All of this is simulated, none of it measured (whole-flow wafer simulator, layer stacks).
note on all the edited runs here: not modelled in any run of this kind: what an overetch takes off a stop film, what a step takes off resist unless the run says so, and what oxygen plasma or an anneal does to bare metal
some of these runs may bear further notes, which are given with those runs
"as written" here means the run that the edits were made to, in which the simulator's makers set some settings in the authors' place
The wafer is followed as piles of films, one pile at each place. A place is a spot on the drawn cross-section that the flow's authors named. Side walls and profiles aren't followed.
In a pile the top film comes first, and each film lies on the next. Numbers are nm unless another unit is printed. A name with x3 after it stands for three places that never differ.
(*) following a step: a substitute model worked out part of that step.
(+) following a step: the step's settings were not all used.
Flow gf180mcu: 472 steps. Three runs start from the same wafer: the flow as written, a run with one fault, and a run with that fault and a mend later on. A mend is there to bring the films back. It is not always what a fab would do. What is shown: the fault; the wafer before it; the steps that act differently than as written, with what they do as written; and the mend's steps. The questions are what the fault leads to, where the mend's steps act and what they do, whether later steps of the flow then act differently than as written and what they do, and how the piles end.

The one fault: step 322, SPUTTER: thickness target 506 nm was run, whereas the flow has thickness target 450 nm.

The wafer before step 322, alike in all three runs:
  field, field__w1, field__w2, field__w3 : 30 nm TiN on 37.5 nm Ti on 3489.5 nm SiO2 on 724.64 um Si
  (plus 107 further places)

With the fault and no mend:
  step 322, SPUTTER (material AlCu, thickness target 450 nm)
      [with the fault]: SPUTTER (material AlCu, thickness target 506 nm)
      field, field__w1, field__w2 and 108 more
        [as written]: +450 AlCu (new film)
        [with the fault]: +506 AlCu (new film)
  Steps further on in the flow that do not act as written:
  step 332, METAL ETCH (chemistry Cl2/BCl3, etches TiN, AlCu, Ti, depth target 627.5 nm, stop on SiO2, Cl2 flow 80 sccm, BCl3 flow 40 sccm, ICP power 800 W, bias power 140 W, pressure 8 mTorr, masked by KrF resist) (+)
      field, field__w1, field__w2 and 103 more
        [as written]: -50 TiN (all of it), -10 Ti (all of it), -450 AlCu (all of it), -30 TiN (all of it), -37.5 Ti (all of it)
        [with the fault]: -50 TiN (all of it), -10 Ti (all of it), -506 AlCu (all of it), -30 TiN (all of it), -31.5 Ti
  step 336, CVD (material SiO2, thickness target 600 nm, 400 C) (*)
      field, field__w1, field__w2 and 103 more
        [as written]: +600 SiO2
        [with the fault]: +600 SiO2 (new film)
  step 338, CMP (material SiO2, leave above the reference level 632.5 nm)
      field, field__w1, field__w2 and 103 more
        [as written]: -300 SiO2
        [with the fault]: -250 SiO2
  By the end, the piles at field, field__w1, field__w2 and 109 more depart from the flow's by more than 2% or 0.5 nm, whichever is larger.
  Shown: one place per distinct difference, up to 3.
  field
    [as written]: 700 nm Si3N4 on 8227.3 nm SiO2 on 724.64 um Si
    [with the fault]: 700 nm Si3N4 on 4787.8 nm SiO2 on 6 nm Ti on 3489.5 nm SiO2 on 724.64 um Si
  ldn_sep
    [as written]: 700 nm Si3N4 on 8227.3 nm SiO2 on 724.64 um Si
    [with the fault]: 700 nm Si3N4 on 4787.8 nm SiO2 on 6 nm Ti on 3489.4 nm SiO2 on 724.64 um Si
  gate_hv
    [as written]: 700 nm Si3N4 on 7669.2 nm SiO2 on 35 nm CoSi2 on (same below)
    [with the fault]: 700 nm Si3N4 on 4787.8 nm SiO2 on 6 nm Ti on 2931.3 nm SiO2 on 35 nm CoSi2 on (same below)

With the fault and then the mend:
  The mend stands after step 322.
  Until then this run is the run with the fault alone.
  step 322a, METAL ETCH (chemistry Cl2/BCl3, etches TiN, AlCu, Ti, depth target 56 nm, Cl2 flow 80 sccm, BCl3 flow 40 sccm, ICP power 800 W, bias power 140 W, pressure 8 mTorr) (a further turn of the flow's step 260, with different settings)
      field, field__w1, field__w2 and 108 more
        -56 AlCu
  Later steps of the flow that are run all act as written at every place that is followed.
  By the end, the piles equal the flow's at every place that both follow.
